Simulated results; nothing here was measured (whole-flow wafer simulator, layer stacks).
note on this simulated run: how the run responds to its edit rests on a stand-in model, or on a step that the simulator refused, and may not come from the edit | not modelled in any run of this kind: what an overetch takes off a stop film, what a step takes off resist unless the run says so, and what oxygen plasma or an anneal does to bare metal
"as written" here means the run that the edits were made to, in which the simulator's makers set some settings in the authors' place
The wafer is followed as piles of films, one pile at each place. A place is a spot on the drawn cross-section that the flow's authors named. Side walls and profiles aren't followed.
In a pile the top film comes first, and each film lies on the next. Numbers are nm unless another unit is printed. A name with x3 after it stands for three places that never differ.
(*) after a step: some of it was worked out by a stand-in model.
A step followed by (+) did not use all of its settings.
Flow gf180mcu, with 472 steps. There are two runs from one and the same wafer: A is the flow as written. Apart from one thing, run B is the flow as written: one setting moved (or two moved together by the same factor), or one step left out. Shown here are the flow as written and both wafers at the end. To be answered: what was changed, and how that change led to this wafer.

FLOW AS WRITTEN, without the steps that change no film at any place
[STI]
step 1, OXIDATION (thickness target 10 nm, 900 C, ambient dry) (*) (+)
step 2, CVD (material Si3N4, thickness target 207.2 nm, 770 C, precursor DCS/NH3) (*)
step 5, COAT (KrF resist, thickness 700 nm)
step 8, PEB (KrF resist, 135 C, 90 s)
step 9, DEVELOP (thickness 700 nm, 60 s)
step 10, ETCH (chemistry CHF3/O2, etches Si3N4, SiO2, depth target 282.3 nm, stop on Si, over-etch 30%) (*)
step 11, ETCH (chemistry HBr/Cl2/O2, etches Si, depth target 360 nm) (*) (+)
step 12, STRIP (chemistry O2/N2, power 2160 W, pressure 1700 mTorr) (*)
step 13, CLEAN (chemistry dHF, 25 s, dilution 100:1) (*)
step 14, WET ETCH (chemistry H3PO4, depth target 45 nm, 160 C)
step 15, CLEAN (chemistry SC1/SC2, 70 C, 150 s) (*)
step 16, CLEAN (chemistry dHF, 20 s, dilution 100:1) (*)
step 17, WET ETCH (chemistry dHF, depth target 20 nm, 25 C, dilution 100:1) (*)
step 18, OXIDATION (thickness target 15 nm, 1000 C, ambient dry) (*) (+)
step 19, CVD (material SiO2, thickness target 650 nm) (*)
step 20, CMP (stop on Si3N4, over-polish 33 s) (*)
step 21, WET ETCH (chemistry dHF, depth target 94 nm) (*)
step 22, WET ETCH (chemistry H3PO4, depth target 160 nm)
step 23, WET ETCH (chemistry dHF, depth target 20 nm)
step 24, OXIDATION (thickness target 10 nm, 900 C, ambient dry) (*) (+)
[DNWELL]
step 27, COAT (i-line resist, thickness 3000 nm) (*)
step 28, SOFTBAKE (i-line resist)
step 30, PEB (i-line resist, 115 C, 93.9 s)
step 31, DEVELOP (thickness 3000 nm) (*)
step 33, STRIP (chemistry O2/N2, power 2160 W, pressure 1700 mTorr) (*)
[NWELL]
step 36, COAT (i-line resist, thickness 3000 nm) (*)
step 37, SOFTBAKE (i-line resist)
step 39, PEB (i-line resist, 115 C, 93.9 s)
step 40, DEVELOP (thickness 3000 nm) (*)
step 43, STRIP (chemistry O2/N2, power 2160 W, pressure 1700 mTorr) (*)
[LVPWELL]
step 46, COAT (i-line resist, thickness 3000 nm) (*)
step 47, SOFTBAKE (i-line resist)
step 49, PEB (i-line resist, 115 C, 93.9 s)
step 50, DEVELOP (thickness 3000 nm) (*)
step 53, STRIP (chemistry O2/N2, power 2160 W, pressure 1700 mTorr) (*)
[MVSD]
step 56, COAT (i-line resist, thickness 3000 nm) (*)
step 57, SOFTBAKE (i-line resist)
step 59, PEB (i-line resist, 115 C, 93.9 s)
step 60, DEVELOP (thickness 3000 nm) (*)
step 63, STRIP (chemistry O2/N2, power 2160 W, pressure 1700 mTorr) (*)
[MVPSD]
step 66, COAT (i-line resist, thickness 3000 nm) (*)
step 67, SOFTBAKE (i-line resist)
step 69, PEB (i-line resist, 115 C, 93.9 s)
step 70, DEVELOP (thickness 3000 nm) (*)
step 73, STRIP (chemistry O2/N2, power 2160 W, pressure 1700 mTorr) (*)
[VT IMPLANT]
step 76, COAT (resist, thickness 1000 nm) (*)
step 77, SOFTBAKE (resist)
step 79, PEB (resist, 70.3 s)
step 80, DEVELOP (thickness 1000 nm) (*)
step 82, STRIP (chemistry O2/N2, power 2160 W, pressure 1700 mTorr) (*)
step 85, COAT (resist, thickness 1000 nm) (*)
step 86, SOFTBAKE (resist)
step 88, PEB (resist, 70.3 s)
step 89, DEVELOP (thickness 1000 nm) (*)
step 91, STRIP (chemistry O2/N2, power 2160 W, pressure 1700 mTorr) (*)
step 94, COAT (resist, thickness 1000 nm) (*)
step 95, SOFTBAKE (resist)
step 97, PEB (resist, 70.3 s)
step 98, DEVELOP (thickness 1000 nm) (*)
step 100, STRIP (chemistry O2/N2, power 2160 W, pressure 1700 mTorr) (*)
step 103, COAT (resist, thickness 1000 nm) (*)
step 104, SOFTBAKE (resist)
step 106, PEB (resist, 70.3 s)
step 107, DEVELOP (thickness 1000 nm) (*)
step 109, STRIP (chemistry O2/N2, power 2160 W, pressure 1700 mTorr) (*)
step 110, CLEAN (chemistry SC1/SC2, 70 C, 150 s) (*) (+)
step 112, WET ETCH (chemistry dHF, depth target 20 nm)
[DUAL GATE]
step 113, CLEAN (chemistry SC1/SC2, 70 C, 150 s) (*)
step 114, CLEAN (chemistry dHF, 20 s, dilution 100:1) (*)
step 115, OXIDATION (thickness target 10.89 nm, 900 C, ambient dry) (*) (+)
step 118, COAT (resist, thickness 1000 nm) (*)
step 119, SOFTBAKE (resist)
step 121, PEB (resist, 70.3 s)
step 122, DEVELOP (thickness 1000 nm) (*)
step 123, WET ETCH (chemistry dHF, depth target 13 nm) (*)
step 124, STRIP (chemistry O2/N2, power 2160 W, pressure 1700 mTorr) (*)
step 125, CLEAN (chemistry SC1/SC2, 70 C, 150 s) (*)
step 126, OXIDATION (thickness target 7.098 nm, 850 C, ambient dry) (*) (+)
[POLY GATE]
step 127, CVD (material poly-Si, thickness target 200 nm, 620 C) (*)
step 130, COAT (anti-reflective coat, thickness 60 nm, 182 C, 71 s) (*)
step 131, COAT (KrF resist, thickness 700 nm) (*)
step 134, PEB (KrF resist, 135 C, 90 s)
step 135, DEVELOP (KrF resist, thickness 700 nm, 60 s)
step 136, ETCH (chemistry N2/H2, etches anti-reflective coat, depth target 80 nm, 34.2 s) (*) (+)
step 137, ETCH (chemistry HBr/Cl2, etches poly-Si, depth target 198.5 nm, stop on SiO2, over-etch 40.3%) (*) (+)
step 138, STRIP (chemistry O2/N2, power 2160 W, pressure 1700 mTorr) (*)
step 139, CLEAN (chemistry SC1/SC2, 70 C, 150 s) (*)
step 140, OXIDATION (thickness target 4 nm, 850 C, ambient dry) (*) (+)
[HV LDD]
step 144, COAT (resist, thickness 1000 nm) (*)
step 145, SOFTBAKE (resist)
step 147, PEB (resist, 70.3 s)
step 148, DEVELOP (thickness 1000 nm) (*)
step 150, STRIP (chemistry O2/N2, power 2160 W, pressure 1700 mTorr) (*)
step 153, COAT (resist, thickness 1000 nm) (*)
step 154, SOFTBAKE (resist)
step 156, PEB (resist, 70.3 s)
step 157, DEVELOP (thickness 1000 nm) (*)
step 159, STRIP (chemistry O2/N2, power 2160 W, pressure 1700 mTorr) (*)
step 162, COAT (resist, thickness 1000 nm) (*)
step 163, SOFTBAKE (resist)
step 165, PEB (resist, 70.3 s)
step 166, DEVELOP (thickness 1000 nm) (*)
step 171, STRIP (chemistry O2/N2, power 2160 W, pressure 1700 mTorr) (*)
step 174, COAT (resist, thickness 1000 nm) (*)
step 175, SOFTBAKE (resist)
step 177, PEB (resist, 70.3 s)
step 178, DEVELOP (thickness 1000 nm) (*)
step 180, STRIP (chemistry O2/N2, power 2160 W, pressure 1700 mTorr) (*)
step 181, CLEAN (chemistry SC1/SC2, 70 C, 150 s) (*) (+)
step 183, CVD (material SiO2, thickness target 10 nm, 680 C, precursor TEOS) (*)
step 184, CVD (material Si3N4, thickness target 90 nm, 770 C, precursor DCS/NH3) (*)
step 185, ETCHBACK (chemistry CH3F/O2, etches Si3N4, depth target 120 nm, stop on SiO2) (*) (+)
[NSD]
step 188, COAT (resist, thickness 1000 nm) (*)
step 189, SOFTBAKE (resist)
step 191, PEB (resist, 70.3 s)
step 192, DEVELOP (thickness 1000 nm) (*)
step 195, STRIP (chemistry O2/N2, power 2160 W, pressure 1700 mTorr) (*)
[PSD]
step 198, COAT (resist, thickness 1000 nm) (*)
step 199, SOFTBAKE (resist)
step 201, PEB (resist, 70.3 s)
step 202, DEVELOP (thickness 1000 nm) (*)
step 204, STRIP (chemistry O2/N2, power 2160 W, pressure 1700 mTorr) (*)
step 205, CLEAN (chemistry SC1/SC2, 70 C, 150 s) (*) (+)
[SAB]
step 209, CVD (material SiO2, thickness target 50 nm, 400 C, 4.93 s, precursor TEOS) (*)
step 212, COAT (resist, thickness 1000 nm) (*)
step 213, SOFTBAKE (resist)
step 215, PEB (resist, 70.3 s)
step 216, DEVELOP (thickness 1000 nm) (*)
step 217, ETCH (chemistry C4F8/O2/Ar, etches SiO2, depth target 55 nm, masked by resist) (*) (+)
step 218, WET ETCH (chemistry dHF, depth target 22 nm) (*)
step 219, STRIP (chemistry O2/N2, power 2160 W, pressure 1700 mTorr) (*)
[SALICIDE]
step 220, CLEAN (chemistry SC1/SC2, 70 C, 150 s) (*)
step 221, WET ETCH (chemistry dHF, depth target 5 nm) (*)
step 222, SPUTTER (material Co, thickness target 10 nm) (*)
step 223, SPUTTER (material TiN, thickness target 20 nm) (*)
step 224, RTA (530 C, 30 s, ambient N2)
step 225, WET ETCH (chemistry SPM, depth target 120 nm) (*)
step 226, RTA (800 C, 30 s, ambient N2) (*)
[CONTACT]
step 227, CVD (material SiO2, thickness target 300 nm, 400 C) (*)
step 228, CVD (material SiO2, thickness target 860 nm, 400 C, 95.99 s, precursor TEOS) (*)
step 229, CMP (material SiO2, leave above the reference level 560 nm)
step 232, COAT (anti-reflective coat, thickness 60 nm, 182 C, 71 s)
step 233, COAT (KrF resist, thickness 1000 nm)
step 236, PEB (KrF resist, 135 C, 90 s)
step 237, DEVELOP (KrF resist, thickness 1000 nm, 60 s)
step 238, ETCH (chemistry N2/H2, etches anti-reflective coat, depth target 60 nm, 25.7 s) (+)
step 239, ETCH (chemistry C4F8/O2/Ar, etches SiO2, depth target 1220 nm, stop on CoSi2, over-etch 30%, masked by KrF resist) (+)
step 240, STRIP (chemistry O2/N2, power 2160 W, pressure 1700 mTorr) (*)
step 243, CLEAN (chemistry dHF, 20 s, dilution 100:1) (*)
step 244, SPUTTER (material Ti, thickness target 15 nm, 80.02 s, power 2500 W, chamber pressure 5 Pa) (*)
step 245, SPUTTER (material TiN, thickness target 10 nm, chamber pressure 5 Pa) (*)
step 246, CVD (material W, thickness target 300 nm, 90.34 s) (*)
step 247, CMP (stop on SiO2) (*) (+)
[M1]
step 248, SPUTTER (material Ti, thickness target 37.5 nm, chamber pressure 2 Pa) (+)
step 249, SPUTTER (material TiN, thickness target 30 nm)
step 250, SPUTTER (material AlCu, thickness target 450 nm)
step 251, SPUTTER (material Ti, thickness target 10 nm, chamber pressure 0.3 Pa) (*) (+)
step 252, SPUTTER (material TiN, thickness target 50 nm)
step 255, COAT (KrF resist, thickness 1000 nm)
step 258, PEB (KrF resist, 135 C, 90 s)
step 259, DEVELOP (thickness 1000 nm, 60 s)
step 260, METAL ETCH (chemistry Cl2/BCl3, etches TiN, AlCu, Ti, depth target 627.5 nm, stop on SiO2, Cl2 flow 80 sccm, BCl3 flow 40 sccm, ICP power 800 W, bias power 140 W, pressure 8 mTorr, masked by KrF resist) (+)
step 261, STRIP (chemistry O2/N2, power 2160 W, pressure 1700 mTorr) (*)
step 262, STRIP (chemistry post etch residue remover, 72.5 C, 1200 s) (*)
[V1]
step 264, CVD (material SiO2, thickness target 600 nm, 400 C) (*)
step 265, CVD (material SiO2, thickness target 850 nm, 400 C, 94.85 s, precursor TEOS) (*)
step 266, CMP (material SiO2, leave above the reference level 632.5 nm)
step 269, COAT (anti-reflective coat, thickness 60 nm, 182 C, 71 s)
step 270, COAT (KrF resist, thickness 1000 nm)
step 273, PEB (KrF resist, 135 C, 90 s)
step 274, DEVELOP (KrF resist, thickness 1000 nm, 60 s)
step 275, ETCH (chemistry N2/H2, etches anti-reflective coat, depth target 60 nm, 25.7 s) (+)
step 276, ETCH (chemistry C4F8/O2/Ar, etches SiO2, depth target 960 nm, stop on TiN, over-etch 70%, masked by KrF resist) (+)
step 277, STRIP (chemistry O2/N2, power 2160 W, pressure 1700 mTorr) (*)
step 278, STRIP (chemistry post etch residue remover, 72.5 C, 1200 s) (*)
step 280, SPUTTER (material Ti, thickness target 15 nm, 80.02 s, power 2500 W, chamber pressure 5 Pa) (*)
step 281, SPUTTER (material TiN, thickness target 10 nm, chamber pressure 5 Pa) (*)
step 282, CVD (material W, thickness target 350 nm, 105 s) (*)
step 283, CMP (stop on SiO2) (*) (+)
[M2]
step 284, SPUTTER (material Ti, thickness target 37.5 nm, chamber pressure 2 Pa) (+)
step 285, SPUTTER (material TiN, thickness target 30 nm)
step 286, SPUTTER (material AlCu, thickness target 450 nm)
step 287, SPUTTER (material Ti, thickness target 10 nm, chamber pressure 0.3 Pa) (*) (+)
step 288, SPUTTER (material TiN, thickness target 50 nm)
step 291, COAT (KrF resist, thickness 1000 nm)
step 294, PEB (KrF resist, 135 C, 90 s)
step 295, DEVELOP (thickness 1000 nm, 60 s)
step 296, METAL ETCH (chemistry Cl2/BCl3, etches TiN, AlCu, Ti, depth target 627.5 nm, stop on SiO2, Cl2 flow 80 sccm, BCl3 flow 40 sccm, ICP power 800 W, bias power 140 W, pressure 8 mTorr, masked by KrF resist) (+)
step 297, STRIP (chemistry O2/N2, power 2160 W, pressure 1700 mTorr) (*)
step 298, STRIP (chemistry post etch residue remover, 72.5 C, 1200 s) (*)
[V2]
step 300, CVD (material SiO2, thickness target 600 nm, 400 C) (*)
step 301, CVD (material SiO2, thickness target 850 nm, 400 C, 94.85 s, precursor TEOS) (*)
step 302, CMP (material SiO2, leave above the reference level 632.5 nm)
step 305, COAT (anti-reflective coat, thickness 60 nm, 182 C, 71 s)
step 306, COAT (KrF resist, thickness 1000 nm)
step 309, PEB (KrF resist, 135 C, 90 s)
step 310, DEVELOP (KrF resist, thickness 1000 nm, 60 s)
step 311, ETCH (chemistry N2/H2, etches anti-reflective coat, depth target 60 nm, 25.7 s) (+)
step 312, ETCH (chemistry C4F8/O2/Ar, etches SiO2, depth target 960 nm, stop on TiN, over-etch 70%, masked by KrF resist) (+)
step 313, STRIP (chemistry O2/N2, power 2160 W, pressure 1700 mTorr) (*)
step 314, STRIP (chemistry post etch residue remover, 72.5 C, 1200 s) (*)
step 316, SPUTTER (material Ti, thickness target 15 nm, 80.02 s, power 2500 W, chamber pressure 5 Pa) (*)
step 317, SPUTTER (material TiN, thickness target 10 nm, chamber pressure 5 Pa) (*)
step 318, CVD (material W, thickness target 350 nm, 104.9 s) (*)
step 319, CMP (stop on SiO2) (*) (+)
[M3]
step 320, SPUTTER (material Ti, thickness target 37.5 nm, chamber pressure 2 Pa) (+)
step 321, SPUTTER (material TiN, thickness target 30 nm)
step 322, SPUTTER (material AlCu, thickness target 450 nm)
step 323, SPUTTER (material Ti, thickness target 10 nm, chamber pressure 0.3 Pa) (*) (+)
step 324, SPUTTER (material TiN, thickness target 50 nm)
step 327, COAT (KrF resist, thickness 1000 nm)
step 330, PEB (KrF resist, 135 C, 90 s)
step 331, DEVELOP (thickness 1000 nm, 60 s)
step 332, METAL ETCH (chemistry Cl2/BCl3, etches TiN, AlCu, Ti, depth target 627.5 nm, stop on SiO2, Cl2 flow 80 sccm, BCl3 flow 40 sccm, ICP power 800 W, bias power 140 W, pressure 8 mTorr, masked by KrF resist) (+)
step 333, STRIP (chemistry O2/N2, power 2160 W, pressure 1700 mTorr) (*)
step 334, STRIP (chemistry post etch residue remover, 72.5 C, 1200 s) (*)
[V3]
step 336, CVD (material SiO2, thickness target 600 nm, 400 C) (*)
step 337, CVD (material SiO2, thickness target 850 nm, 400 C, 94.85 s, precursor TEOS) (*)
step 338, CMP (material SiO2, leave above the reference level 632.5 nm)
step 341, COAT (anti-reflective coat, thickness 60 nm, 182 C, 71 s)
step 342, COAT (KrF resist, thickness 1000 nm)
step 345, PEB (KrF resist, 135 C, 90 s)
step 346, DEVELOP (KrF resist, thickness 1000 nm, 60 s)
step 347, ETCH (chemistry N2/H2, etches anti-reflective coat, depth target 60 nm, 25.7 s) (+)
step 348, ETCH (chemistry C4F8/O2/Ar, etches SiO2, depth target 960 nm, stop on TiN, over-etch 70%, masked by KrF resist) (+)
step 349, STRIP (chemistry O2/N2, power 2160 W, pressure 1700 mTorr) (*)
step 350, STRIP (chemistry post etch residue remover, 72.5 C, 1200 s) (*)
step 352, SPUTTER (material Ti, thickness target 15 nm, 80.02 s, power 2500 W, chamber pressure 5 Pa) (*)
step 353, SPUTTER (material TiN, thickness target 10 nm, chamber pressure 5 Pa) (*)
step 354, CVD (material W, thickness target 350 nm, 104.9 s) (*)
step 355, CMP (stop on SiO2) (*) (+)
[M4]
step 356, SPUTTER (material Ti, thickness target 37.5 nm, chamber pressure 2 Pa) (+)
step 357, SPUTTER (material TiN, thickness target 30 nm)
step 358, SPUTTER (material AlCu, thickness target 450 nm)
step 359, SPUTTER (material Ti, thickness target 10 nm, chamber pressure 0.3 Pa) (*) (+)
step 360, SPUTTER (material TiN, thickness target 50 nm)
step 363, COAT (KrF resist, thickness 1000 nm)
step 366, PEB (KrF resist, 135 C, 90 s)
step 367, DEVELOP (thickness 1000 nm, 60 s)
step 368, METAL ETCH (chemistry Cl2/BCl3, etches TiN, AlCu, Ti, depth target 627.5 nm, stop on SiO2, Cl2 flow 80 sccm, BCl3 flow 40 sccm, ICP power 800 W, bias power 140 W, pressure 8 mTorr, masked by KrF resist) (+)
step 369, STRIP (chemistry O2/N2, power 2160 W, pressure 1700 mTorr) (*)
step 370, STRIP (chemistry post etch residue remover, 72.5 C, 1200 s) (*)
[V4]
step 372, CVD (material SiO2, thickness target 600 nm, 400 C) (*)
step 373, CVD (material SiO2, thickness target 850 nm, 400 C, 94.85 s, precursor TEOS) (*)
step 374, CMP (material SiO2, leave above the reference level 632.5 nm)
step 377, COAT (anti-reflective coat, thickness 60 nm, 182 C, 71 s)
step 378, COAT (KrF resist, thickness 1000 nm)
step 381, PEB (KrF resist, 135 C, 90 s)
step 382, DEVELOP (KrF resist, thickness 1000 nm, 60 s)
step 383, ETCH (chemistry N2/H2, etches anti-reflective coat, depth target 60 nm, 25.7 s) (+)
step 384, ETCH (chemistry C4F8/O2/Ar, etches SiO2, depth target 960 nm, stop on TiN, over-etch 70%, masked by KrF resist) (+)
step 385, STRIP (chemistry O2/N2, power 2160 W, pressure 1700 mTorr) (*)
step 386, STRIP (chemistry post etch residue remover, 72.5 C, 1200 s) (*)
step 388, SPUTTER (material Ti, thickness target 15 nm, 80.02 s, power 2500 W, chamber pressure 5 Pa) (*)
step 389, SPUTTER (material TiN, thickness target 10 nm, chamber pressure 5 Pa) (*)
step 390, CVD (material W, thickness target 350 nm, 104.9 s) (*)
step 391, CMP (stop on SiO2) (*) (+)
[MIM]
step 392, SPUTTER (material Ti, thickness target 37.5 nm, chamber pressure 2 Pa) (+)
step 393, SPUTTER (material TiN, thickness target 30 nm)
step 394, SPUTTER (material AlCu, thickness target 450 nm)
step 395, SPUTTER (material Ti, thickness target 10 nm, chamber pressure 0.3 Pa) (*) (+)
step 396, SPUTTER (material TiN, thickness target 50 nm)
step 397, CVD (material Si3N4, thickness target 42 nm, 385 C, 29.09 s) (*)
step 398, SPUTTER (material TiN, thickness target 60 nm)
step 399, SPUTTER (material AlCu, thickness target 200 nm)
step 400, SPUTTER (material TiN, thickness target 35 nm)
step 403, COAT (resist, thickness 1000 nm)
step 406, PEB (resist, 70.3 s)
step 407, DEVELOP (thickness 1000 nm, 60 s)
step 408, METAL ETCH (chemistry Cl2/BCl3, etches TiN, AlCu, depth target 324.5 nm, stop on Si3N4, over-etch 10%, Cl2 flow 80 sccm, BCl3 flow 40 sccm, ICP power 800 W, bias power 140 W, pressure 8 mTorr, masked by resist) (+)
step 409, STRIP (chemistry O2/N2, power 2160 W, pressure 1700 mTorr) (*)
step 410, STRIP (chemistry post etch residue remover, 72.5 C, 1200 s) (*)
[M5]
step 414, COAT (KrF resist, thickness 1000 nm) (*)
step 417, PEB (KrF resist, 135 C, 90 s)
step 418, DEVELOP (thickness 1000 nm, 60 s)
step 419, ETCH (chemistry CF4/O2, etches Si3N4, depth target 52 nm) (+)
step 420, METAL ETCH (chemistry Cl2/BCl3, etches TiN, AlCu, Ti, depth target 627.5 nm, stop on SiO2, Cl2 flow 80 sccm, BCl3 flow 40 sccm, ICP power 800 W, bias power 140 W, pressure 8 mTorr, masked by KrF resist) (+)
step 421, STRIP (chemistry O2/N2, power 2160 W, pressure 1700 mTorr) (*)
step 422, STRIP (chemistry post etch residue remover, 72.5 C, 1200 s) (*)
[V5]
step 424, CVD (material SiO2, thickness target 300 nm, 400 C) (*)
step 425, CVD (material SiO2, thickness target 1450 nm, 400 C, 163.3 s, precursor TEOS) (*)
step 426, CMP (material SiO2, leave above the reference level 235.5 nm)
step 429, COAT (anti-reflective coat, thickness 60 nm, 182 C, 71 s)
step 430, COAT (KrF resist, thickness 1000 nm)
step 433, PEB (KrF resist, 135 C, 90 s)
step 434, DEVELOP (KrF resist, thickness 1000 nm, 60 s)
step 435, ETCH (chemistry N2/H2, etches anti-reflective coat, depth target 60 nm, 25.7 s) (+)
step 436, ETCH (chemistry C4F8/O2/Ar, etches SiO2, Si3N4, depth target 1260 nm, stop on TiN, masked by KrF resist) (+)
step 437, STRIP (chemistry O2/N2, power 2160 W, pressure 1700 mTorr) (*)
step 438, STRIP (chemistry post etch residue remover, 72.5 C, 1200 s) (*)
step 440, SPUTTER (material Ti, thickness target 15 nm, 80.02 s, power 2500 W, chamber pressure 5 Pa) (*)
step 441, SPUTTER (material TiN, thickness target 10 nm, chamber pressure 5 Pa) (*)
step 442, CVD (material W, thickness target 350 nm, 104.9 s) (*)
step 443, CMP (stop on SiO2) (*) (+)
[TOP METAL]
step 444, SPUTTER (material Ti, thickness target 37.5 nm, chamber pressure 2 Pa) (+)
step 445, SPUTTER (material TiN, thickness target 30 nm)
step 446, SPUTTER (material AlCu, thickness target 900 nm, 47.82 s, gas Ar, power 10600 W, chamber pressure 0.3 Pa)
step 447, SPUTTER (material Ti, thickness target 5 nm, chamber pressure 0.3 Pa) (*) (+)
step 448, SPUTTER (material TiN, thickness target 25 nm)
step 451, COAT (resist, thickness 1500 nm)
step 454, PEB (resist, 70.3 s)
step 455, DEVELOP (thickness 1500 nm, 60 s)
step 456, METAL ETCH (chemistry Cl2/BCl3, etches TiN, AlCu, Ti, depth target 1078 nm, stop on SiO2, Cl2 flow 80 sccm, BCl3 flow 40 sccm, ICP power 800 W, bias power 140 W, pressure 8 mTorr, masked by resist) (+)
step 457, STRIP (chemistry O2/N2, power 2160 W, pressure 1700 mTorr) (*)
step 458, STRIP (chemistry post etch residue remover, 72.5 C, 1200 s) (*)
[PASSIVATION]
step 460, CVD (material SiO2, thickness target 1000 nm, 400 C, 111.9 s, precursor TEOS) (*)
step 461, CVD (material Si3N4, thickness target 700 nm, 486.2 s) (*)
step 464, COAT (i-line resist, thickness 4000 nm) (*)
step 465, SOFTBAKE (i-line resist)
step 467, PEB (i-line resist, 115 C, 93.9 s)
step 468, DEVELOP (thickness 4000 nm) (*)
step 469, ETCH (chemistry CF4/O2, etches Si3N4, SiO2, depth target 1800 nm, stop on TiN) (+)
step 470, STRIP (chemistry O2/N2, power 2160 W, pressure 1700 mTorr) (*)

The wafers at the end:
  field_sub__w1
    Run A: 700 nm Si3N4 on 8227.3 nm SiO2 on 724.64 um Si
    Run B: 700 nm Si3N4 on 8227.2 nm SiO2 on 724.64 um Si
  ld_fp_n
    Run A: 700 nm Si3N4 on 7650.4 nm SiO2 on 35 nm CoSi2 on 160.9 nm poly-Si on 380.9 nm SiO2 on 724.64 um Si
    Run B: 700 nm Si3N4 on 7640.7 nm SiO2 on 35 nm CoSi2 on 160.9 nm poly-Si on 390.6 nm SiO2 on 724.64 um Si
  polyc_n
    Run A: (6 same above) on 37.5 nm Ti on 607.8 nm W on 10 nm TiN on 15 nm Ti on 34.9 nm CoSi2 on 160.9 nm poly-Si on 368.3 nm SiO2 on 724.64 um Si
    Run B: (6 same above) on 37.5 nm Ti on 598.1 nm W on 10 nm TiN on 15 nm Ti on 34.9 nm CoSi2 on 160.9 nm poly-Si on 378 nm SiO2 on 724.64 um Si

What caused this: step 23, WET ETCH: depth target 12.5 nm was run, whereas the flow has depth target 20 nm.

Step by step, how the change led to this:
  step 23, WET ETCH (chemistry dHF, depth target 20 nm)
      field, field_sub, sti and 34 more: A -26 SiO2 | B -16.2 SiO2
  step 28, SOFTBAKE (i-line resist)
      field: A +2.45 i-line resist | B +3.16 i-line resist
      field_sub: A +1.87 i-line resist | B +2.41 i-line resist
      (and at 33 other places as well)
  step 37, SOFTBAKE (i-line resist)
      field: A +2.45 i-line resist | B +3.16 i-line resist
      field_sub: A +1.87 i-line resist | B +2.41 i-line resist
      (and at 33 other places as well)
  step 47, SOFTBAKE (i-line resist)
      field: A +2.45 i-line resist | B +3.16 i-line resist
      field_sub: A +1.87 i-line resist | B +2.41 i-line resist
      (and at 33 other places as well)
  step 57, SOFTBAKE (i-line resist)
      field: A +2.45 i-line resist | B +3.16 i-line resist
      field_sub: A +1.87 i-line resist | B +2.41 i-line resist
      (and at 33 other places as well)
  step 67, SOFTBAKE (i-line resist)
      field: A +2.45 i-line resist | B +3.16 i-line resist
      field_sub: A +1.87 i-line resist | B +2.41 i-line resist
      (and at 33 other places as well)
  step 77, SOFTBAKE (resist)
      gate_p_hv: A +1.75 resist | B +2.26 resist
  step 86, SOFTBAKE (resist)
      gate_p_hv: A +1.75 resist | B +2.26 resist
  step 95, SOFTBAKE (resist)
      gate_p_hv: A +1.75 resist | B +2.26 resist
  step 104, SOFTBAKE (resist)
      gate_p_hv: A +1.75 resist | B +2.26 resist
  step 119, SOFTBAKE (resist)
      gate_p_hv: A +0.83 resist | B +1.33 resist
  step 130, COAT (anti-reflective coat, thickness 60 nm, 182 C, 71 s) (*)
      p_well, spacer, sd_n: A +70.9 anti-reflective coat (new film) | B +80.2 anti-reflective coat (new film)
      field: A +61.5 anti-reflective coat (new film) | B +58.4 anti-reflective coat (new film)
      (and at 68 other places as well)
  step 136, ETCH (chemistry N2/H2, etches anti-reflective coat, depth target 80 nm, 34.2 s) (*) (+)
      p_well, spacer, sd_n: A -70.9 anti-reflective coat (all of it), -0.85 poly-Si | B -80.2 anti-reflective coat (all of it), -0.61 poly-Si
      field: A -61.5 anti-reflective coat (all of it), -1.09 poly-Si | B -58.4 anti-reflective coat (all of it), -1.17 poly-Si
      (and at 47 other places as well)
  step 138, STRIP (chemistry O2/N2, power 2160 W, pressure 1700 mTorr) (*)
      gate: A +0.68 chemical SiO2 (new film), -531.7 KrF resist (all of it), -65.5 anti-reflective coat (all of it), -0.3 poly-Si | B +0.68 chemical SiO2 (new film), -532.2 KrF resist (all of it), -69.7 anti-reflective coat (all of it), -0.3 poly-Si
      gate_hv: A +0.68 chemical SiO2 (new film), -528.4 KrF resist (all of it), -61 anti-reflective coat (all of it), -0.3 poly-Si | B +0.68 chemical SiO2 (new film), -530.4 KrF resist (all of it), -62.6 anti-reflective coat (all of it), -0.3 poly-Si
      (and at 19 other places as well)
  step 145, SOFTBAKE (resist)
      gate_p_hv: A -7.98 resist | B -7.43 resist
  step 154, SOFTBAKE (resist)
      gate_p_hv: A -7.98 resist | B -7.43 resist
  ... 10 other steps ...
  step 229, CMP (material SiO2, leave above the reference level 560 nm)
      ldn_sep__w1, ldn_sep__w2, ldn_dft and 8 more: A -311 SiO2 | B -320.7 SiO2
      sti, mim_1p0, pad, dice_street, iso_fld_sub: A -296.8 SiO2 | B -306.6 SiO2
      (and at 41 other places as well)
